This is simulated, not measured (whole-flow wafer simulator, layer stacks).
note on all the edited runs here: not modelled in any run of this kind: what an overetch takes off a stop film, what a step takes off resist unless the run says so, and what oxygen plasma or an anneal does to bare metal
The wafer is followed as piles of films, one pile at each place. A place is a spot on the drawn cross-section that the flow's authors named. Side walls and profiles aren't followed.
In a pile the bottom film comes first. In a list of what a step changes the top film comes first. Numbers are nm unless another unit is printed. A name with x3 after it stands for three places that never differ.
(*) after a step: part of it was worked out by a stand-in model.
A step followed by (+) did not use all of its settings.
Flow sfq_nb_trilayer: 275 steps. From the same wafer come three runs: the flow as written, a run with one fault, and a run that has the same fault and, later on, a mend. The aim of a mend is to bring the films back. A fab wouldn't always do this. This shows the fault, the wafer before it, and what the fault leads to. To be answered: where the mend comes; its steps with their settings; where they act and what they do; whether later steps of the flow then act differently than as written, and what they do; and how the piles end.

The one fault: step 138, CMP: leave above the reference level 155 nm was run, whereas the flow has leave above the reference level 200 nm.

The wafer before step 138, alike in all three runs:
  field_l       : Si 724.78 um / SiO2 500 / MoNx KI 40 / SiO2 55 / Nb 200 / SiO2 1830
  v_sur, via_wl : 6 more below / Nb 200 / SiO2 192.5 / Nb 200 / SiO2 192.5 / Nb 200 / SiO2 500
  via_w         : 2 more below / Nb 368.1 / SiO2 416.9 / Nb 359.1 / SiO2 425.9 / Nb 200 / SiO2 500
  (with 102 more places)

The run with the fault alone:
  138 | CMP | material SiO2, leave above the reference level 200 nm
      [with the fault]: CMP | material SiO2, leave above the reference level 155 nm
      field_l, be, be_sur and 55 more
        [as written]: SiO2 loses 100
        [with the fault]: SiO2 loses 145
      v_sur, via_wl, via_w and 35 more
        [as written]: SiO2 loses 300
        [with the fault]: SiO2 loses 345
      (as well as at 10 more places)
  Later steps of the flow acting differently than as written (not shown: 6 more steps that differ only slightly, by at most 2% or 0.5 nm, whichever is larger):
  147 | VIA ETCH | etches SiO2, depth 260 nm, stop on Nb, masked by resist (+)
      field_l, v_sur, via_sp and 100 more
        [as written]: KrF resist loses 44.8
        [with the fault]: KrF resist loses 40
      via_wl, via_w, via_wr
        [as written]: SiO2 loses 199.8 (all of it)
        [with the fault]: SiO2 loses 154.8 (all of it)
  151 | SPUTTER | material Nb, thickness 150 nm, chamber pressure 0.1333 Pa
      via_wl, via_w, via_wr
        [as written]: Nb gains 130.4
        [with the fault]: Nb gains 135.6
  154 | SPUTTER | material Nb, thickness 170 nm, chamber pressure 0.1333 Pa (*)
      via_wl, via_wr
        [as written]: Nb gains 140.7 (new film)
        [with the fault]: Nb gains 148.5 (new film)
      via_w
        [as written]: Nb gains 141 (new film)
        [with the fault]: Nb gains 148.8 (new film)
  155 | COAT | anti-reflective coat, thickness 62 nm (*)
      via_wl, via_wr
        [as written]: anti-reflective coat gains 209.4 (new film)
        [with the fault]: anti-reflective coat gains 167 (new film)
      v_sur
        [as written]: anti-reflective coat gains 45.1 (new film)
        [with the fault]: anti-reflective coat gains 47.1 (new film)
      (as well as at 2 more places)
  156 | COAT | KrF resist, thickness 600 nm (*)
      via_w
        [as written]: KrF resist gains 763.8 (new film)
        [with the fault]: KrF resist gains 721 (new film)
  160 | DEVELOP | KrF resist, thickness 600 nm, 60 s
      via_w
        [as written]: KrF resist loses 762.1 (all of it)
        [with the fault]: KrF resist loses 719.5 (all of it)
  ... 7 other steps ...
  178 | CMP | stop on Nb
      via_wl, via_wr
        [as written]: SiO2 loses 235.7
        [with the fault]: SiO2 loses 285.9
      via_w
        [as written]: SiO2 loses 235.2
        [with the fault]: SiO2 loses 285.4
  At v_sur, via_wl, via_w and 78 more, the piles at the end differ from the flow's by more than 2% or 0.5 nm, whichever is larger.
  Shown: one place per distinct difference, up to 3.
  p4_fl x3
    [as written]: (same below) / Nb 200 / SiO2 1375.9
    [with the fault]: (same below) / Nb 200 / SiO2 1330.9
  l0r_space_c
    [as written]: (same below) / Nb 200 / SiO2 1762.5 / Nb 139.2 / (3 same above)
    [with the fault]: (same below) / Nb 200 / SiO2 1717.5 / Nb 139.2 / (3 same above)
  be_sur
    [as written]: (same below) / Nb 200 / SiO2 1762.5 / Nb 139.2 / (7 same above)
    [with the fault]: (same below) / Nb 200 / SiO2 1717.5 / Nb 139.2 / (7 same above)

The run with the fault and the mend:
  After step 139 comes the mend.
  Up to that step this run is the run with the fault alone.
  139a | PECVD | material SiO2, thickness 45 nm, 150 C, 10 s, RF power 183.3 W, pressure 2.4 Torr, precursor SiH4/N2O (the flow's step 137, run once more with other settings)
      field_l, v_sur, via_wl and 103 more
        SiO2 gains 45
  Every later step of the flow that is run acts as written, at every place that is followed, to within 2% or 0.5 nm, whichever is larger.
  The piles end only slightly different from the flow's at the places that both follow, by no more than 2% or 0.5 nm, whichever is larger.
